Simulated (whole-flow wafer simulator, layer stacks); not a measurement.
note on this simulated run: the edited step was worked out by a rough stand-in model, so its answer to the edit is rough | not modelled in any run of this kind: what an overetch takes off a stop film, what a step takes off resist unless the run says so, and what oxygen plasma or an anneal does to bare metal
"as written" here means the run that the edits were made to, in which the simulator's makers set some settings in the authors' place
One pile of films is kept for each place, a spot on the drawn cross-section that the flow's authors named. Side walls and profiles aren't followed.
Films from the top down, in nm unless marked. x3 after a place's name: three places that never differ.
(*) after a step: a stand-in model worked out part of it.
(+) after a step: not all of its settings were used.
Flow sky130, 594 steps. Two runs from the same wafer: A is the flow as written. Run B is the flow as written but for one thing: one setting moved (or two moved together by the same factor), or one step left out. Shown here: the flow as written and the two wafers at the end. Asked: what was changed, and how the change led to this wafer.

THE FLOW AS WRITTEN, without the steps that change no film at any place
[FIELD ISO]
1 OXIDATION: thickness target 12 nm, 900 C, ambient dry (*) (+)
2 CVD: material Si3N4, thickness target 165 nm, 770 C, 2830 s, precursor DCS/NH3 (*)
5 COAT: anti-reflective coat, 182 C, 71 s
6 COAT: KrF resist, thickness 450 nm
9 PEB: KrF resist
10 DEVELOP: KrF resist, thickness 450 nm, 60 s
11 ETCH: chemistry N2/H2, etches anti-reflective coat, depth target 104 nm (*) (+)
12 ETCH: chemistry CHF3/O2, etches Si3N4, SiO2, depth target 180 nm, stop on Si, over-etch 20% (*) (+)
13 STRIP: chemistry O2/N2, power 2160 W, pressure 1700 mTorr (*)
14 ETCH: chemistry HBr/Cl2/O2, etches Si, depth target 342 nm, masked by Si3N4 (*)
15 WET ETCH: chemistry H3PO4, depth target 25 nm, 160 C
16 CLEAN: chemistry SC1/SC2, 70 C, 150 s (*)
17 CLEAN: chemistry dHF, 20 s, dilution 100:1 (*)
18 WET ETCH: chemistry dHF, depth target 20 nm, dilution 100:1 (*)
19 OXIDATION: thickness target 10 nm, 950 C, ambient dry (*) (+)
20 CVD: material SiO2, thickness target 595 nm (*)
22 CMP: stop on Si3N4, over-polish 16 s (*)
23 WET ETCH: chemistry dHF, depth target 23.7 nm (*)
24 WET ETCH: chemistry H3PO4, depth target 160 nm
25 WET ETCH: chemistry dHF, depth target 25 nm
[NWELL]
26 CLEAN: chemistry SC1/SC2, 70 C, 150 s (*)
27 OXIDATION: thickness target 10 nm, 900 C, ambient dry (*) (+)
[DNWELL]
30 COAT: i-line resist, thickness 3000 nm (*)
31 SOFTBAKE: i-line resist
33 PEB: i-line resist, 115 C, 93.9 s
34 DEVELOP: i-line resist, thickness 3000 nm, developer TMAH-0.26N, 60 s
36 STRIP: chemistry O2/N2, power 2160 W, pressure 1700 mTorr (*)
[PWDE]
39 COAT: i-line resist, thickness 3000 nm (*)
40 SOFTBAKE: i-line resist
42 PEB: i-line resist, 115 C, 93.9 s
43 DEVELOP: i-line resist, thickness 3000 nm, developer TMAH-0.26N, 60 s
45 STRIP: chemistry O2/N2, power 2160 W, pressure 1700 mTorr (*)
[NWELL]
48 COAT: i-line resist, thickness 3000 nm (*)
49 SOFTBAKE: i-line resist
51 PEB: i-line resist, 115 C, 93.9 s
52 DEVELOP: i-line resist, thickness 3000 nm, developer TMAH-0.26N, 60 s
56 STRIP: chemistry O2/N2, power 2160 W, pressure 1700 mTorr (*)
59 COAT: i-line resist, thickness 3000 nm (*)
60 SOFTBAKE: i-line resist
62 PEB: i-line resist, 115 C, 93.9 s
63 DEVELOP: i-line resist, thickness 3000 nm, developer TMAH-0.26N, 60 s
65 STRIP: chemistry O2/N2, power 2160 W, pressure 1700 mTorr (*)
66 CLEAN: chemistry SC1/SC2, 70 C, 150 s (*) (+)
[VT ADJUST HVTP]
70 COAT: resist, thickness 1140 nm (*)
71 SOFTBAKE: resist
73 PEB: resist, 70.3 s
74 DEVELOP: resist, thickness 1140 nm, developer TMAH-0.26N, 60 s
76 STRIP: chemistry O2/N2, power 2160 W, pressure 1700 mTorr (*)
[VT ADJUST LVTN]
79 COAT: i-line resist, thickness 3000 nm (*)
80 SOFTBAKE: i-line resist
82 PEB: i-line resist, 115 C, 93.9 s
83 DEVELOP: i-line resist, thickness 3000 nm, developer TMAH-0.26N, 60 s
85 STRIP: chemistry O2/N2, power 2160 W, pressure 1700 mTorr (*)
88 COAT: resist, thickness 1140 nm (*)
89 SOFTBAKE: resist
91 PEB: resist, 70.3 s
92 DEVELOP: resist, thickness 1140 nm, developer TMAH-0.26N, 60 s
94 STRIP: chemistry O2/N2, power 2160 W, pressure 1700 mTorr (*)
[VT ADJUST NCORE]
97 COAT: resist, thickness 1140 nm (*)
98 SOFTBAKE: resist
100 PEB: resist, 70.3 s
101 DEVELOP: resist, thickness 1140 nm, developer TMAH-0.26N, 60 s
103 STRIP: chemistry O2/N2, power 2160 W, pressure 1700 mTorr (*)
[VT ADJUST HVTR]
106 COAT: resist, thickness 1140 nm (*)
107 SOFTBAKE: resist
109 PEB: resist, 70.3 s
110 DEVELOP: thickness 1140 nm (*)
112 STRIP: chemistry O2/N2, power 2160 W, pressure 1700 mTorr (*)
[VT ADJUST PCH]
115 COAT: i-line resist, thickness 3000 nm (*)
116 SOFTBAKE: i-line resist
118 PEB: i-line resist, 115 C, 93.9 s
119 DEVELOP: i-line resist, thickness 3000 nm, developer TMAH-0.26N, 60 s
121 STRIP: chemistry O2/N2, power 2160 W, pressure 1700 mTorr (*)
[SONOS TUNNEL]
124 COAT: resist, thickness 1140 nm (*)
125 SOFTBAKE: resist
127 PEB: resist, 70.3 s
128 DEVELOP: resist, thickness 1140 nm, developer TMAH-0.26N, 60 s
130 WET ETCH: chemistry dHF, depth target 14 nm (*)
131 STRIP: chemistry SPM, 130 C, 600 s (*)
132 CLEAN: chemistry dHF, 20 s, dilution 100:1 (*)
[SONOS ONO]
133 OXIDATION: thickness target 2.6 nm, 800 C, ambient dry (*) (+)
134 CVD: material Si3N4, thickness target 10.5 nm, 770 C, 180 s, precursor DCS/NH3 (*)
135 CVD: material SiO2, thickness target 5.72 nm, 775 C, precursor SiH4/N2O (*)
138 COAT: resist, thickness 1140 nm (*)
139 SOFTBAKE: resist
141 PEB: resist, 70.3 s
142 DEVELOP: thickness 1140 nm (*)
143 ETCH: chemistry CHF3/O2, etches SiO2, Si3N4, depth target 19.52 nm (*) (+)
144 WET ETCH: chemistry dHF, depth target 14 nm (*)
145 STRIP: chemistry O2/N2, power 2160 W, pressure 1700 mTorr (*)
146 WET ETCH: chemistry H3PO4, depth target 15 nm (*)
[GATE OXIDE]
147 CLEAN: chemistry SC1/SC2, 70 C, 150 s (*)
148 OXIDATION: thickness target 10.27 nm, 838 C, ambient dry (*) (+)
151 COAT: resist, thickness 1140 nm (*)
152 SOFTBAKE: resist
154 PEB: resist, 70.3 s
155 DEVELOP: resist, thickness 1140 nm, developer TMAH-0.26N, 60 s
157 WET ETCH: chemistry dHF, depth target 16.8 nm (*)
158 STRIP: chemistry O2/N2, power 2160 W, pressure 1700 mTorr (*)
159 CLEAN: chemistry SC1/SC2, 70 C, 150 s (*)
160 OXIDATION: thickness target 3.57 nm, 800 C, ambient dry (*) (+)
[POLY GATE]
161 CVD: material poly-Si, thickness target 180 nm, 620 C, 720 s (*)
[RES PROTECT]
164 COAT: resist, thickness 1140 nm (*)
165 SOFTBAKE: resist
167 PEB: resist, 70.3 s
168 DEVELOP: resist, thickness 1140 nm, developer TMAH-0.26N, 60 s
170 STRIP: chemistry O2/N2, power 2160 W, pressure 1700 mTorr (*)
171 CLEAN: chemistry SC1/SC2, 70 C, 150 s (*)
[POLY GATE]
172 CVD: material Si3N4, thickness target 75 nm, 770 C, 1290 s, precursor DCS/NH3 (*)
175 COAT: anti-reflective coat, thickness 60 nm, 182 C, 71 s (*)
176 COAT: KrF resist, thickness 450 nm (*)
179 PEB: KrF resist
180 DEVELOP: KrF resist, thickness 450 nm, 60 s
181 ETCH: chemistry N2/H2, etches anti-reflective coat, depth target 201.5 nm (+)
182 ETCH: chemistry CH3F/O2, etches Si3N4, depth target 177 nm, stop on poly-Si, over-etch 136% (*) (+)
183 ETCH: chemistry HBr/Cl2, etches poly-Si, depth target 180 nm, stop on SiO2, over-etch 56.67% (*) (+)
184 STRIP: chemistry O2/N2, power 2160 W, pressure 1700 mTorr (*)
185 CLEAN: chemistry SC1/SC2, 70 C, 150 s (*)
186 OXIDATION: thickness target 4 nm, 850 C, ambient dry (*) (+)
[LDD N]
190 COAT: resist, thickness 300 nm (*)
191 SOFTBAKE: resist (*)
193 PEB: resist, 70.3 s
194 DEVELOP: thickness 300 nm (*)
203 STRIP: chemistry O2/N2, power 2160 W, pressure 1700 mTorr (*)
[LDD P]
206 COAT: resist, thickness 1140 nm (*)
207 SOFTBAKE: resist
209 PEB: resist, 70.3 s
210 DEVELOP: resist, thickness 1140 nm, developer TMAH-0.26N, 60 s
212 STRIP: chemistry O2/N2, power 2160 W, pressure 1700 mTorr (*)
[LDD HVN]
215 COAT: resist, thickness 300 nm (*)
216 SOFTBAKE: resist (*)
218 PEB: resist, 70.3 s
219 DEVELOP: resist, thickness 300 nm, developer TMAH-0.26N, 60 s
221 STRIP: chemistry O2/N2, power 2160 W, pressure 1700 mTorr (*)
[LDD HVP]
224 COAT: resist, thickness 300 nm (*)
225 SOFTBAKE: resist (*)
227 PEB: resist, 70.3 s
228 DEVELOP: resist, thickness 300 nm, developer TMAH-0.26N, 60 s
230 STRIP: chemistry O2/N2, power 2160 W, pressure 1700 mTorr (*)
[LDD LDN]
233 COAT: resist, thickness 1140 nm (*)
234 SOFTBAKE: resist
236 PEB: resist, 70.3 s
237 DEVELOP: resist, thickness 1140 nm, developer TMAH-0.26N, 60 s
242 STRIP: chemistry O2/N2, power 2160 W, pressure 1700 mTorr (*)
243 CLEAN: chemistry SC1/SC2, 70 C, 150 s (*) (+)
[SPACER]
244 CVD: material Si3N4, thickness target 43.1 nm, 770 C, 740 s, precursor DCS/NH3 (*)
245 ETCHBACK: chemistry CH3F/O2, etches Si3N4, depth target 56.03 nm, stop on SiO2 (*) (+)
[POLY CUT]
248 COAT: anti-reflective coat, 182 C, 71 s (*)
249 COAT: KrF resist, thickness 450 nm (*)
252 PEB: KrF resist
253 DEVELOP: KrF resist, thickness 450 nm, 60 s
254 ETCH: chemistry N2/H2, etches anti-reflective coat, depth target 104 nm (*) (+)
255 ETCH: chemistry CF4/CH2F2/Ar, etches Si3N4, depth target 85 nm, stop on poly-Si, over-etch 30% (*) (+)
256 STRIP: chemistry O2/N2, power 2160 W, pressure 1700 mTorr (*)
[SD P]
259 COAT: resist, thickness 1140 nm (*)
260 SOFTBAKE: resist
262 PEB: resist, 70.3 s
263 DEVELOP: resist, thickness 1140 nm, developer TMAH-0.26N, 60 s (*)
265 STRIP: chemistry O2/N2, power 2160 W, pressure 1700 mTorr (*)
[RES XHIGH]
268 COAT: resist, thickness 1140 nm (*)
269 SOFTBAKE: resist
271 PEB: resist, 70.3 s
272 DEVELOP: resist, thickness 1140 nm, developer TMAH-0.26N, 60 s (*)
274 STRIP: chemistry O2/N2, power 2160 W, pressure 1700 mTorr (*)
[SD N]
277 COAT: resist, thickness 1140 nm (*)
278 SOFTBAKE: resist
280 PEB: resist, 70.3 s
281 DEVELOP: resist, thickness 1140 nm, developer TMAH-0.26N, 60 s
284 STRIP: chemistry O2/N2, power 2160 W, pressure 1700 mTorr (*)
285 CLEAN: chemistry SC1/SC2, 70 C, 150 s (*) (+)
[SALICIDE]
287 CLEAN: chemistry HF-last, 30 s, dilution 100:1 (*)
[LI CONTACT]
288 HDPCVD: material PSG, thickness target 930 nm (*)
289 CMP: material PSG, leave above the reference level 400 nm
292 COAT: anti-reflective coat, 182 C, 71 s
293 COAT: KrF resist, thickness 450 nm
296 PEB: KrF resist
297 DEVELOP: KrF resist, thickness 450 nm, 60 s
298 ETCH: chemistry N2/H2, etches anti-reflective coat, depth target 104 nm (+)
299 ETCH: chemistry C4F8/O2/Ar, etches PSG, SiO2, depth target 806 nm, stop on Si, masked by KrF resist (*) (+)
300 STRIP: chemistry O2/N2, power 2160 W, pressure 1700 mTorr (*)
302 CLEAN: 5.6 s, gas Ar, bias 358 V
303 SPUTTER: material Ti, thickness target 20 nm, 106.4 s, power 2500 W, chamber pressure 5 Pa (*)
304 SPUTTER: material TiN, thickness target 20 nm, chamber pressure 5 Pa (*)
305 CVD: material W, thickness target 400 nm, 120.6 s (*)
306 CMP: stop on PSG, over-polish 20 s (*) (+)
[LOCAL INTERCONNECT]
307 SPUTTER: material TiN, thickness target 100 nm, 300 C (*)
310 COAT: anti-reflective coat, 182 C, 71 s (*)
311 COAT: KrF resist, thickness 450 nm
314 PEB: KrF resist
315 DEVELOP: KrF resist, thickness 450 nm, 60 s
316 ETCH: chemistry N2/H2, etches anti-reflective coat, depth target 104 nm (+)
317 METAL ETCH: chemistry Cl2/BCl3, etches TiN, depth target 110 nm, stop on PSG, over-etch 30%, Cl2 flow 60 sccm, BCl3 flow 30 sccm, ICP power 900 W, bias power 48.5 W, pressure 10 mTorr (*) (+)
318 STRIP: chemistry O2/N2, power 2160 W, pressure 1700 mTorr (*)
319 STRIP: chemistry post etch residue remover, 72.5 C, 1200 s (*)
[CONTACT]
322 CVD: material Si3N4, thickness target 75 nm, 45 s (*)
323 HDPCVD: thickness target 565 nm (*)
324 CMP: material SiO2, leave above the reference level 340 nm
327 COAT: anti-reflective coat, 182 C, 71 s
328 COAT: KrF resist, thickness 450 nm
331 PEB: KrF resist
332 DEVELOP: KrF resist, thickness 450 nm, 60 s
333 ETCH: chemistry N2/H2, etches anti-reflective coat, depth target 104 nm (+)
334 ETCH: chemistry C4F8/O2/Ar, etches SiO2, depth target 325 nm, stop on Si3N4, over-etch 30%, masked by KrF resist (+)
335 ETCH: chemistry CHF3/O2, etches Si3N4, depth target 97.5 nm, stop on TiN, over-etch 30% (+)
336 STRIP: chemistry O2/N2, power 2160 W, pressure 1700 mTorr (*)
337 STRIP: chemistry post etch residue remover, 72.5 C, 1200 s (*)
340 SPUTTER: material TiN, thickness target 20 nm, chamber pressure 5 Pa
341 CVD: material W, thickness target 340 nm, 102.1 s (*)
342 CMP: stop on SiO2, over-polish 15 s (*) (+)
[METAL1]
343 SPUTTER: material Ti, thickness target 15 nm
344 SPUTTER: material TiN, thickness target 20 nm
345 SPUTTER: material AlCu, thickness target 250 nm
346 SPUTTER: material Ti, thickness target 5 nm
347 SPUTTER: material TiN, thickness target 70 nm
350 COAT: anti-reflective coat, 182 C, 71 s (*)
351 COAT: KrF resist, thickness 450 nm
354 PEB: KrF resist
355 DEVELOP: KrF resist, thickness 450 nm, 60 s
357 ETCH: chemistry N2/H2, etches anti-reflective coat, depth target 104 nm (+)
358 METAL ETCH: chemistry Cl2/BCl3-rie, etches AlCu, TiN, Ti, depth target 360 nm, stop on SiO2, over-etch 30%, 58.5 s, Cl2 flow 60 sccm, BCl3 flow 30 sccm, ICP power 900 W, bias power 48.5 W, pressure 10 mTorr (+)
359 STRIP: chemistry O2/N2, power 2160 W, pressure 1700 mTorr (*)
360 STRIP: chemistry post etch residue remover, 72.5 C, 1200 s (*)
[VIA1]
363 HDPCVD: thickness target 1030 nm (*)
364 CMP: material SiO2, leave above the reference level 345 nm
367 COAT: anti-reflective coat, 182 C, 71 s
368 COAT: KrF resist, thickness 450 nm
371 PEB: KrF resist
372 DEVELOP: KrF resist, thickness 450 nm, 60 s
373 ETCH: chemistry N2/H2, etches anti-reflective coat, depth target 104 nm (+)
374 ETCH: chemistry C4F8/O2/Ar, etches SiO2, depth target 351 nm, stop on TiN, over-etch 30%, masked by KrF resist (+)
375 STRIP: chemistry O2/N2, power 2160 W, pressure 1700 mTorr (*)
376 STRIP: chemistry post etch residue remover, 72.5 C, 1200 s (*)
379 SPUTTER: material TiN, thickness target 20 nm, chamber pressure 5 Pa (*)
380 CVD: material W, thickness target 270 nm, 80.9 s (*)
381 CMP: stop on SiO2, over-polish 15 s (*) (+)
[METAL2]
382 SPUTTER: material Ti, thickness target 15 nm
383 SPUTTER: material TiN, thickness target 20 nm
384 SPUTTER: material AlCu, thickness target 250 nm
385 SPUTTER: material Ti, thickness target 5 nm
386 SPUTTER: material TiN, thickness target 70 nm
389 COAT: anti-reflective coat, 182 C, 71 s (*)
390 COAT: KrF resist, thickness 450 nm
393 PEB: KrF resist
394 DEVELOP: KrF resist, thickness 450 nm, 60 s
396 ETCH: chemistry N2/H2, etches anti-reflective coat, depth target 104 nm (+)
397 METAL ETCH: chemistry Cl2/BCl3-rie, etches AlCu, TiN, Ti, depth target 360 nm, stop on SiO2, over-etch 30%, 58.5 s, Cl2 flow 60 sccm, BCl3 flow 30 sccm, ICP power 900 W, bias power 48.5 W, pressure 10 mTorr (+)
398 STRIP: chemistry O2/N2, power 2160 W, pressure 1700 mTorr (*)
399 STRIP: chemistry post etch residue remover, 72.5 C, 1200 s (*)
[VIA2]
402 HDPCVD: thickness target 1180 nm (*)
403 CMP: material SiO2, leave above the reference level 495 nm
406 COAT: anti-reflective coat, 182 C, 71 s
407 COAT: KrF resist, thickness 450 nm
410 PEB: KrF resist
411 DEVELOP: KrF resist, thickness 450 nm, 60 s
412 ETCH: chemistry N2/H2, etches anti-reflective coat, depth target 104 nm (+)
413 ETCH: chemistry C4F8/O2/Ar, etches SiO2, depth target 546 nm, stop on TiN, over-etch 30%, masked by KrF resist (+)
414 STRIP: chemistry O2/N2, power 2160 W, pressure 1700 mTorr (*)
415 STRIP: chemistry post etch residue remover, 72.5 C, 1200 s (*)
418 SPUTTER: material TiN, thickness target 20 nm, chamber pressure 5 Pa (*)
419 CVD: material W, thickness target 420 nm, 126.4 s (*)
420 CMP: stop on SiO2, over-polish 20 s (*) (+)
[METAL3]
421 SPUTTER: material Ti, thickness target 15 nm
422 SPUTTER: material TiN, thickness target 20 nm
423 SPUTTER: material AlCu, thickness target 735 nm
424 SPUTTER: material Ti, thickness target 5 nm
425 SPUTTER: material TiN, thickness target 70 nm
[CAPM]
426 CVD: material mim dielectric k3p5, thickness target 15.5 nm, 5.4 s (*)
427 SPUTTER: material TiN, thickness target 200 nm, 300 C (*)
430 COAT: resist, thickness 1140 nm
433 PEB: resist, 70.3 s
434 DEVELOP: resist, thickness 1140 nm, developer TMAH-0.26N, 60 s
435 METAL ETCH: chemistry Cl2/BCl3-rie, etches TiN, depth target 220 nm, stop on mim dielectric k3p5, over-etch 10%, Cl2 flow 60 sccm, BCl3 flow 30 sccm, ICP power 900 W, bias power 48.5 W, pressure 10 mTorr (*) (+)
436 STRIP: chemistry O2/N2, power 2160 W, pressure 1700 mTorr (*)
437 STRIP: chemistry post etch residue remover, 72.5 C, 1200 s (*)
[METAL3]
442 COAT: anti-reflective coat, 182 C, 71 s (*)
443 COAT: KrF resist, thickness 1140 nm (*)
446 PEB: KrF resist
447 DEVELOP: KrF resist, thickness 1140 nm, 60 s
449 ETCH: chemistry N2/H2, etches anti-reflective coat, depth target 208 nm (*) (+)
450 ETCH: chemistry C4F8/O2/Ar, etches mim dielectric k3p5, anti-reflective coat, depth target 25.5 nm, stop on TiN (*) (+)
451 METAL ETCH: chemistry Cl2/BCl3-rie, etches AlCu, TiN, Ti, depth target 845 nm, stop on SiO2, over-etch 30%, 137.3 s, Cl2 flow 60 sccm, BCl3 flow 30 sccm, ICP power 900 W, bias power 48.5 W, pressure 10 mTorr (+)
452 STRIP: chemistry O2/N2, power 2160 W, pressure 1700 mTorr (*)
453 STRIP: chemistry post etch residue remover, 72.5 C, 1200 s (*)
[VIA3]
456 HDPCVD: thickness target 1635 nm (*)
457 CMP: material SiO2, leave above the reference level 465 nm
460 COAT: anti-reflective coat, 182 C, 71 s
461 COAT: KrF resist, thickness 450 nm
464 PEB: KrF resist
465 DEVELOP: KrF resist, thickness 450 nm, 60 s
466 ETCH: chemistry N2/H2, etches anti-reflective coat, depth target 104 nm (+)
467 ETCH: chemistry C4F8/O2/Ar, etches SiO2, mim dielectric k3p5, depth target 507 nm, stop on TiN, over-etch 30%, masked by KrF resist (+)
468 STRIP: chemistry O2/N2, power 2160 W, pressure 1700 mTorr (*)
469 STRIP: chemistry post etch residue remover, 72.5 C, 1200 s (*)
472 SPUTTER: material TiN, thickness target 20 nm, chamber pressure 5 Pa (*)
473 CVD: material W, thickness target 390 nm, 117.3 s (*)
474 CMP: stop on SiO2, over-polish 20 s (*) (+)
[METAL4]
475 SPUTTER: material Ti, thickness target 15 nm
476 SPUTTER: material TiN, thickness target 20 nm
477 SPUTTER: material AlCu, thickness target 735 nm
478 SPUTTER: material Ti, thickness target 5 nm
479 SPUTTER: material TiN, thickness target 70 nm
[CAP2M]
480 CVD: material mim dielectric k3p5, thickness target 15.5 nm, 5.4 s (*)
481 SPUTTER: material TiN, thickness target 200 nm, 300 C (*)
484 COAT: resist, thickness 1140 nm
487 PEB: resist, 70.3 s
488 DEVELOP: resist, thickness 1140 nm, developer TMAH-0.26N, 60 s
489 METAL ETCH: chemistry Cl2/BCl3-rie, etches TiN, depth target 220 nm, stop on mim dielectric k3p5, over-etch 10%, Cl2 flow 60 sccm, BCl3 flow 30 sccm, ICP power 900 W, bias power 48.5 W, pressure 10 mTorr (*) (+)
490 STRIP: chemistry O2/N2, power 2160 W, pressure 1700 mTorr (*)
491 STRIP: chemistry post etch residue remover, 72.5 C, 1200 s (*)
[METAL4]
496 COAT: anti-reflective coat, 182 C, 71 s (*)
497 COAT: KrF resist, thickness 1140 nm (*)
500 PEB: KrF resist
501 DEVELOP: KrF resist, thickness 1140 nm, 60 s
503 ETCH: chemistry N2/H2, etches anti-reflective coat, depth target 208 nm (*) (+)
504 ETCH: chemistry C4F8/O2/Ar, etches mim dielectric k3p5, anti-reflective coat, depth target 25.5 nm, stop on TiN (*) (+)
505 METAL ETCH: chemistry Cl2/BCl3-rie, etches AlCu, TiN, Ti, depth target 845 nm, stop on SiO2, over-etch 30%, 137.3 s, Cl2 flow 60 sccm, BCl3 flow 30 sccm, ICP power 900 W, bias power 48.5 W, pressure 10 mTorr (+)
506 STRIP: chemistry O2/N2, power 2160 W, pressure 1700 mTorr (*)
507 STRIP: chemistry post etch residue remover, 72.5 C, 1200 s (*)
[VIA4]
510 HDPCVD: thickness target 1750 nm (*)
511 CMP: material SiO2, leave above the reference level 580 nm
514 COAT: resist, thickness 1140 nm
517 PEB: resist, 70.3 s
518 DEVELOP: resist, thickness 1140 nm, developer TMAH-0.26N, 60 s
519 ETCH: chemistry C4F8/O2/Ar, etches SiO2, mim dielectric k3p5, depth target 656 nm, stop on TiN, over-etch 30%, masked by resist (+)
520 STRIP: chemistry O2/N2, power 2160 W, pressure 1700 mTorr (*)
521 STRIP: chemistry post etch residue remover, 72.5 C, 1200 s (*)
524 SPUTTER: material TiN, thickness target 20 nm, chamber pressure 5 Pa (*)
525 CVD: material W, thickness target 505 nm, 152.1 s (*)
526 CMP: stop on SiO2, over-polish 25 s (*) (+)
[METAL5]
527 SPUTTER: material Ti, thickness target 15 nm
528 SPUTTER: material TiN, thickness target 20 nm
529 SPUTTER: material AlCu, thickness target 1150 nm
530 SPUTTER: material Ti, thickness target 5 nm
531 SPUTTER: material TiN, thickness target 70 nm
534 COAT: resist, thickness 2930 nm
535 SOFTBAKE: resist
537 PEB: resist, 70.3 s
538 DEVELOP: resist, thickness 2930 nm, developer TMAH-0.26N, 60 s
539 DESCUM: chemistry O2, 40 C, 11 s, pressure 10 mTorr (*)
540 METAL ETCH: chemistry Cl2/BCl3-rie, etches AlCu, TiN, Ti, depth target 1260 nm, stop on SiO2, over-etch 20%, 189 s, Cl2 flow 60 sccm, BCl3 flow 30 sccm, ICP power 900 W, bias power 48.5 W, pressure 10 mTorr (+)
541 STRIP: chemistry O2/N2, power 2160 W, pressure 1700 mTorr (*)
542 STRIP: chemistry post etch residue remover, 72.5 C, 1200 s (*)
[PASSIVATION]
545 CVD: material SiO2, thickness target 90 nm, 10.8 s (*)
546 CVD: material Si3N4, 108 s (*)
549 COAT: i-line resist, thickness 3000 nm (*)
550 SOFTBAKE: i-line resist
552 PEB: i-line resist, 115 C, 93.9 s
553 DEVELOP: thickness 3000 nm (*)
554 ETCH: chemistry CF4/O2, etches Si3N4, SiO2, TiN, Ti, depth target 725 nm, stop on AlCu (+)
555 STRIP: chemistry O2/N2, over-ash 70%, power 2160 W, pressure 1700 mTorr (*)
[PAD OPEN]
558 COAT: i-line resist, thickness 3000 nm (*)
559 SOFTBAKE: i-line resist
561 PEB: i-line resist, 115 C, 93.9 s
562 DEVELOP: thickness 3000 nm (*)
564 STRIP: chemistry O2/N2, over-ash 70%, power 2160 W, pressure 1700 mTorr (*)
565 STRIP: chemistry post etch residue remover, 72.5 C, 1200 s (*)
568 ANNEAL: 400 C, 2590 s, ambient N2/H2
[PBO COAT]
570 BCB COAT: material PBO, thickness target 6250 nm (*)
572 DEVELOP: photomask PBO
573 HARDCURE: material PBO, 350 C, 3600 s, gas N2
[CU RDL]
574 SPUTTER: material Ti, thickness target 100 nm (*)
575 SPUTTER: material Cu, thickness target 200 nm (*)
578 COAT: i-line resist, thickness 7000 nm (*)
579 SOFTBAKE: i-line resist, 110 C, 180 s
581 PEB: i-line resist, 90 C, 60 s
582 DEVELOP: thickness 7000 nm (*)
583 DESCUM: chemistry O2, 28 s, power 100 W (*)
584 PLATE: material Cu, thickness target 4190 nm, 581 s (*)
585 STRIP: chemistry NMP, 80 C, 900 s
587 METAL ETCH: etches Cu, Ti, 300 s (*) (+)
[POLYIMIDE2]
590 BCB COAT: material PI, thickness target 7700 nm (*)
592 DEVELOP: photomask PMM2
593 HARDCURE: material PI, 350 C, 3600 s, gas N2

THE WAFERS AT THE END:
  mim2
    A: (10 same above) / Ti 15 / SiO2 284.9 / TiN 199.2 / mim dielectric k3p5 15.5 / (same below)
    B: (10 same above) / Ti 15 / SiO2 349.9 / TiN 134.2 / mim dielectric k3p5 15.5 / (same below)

The cause: step 481, SPUTTER: thickness target 135 nm was run, where the flow has thickness target 200 nm.

How the change led to this, step by step:
  481 SPUTTER: material TiN, thickness target 200 nm, 300 C (*)
      field, active, n_well and 189 more: A TiN +200 (new film) | B TiN +135 (new film)
  489 METAL ETCH: chemistry Cl2/BCl3-rie, etches TiN, depth target 220 nm, stop on mim dielectric k3p5, over-etch 10%, Cl2 flow 60 sccm, BCl3 flow 30 sccm, ICP power 900 W, bias power 48.5 W, pressure 10 mTorr (*) (+)
      field, active, n_well and 188 more: A TiN -200 (all of it) | B TiN -135 (all of it)
      mim2: A resist -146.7 | B resist -99
  490 STRIP: chemistry O2/N2, power 2160 W, pressure 1700 mTorr (*)
      mim2: A resist -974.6 (all of it) | B resist -1022.3 (all of it)
  496 COAT: anti-reflective coat, 182 C, 71 s (*)
      iso_guard__w2: A anti-reflective coat +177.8 (new film) | B anti-reflective coat +135.3 (new film)
      mim2: A anti-reflective coat +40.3 (new film) | B anti-reflective coat +29.6 (new film)
  497 COAT: KrF resist, thickness 1140 nm (*)
      iso_guard__w2: A KrF resist +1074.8 (new film) | B KrF resist +1103.4 (new film)
      mim2: A KrF resist +1018.9 (new film) | B KrF resist +1077.4 (new film)
  506 STRIP: chemistry O2/N2, power 2160 W, pressure 1700 mTorr (*)
      iso_guard__w2: A KrF resist -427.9 (all of it), anti-reflective coat -177.8 (all of it) | B KrF resist -456.3 (all of it), anti-reflective coat -135.3 (all of it)
      mim2: A KrF resist -372.1 (all of it), anti-reflective coat -40.3 (all of it) | B KrF resist -430.4 (all of it), anti-reflective coat -29.6 (all of it)
  511 CMP: material SiO2, leave above the reference level 580 nm
      mim2: A SiO2 -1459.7 | B SiO2 -1394.7
